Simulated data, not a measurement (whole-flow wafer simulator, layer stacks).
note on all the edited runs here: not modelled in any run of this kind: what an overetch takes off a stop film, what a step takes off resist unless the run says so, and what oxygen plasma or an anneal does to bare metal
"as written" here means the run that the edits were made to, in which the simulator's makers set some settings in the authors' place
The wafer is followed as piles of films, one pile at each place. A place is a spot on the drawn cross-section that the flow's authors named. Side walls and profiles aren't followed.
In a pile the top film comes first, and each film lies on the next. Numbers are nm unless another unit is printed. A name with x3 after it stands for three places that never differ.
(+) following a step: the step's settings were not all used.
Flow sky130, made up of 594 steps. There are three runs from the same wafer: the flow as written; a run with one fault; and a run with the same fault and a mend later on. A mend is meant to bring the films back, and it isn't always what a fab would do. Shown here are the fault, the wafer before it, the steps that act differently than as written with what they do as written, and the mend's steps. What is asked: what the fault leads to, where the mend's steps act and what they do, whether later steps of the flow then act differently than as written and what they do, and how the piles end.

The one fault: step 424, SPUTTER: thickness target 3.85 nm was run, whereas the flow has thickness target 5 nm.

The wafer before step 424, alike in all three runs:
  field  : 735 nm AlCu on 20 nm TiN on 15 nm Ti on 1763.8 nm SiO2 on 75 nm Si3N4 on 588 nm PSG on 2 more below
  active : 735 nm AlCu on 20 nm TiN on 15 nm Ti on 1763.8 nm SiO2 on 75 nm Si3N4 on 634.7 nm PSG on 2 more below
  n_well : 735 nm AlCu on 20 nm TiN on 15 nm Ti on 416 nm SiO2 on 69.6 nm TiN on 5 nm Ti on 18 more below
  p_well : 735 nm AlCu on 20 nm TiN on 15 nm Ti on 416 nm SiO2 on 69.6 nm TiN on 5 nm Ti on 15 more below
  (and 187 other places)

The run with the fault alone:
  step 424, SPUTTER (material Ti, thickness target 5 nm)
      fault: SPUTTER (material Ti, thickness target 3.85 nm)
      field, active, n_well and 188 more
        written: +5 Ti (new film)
        fault: +3.85 Ti (new film)
  Steps further on in the flow that do not act as written (18 other steps are not shown; they differ only slightly, by no more than 2% or 0.5 nm, whichever is larger):
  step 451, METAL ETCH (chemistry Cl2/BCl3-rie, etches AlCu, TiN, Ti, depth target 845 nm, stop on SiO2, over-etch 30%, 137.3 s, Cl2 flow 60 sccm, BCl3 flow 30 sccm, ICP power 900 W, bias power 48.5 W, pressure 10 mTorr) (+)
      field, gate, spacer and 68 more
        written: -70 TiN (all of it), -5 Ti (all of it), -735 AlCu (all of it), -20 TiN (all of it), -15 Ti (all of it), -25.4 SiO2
        fault: -70 TiN (all of it), -3.85 Ti (all of it), -735 AlCu (all of it), -20 TiN (all of it), -15 Ti (all of it), -25.5 SiO2
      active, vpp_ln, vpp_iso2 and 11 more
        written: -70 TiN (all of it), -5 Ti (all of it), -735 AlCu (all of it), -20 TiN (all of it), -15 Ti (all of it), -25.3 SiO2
        fault: -70 TiN (all of it), -3.85 Ti (all of it), -735 AlCu (all of it), -20 TiN (all of it), -15 Ti (all of it), -25.5 SiO2
  At n_well, p_well, gate_hv and 104 more, the piles at the end differ from the flow's by more than 2% or 0.5 nm, whichever is larger.
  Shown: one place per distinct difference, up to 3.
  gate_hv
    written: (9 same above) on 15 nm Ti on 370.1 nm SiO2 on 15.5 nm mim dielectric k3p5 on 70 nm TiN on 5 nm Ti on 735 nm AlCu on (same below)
    fault: (9 same above) on 15 nm Ti on 371.3 nm SiO2 on 15.5 nm mim dielectric k3p5 on 70 nm TiN on 3.85 nm Ti on 735 nm AlCu on (same below)
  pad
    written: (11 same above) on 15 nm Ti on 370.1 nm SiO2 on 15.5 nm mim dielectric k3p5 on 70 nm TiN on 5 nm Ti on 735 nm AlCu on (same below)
    fault: (11 same above) on 15 nm Ti on 371.3 nm SiO2 on 15.5 nm mim dielectric k3p5 on 70 nm TiN on 3.85 nm Ti on 735 nm AlCu on (same below)
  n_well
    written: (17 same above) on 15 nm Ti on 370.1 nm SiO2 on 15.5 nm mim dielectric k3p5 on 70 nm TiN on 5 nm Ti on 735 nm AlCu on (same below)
    fault: (17 same above) on 15 nm Ti on 371.3 nm SiO2 on 15.5 nm mim dielectric k3p5 on 70 nm TiN on 3.85 nm Ti on 735 nm AlCu on (same below)

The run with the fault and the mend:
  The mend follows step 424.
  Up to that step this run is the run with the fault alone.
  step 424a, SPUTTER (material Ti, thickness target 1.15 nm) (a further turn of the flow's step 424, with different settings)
      field, active, n_well and 188 more
        +1.15 Ti
  None of the later steps of the flow acts differently than as written at any place that is followed.
  The piles end the same as the flow's at every place that both follow.
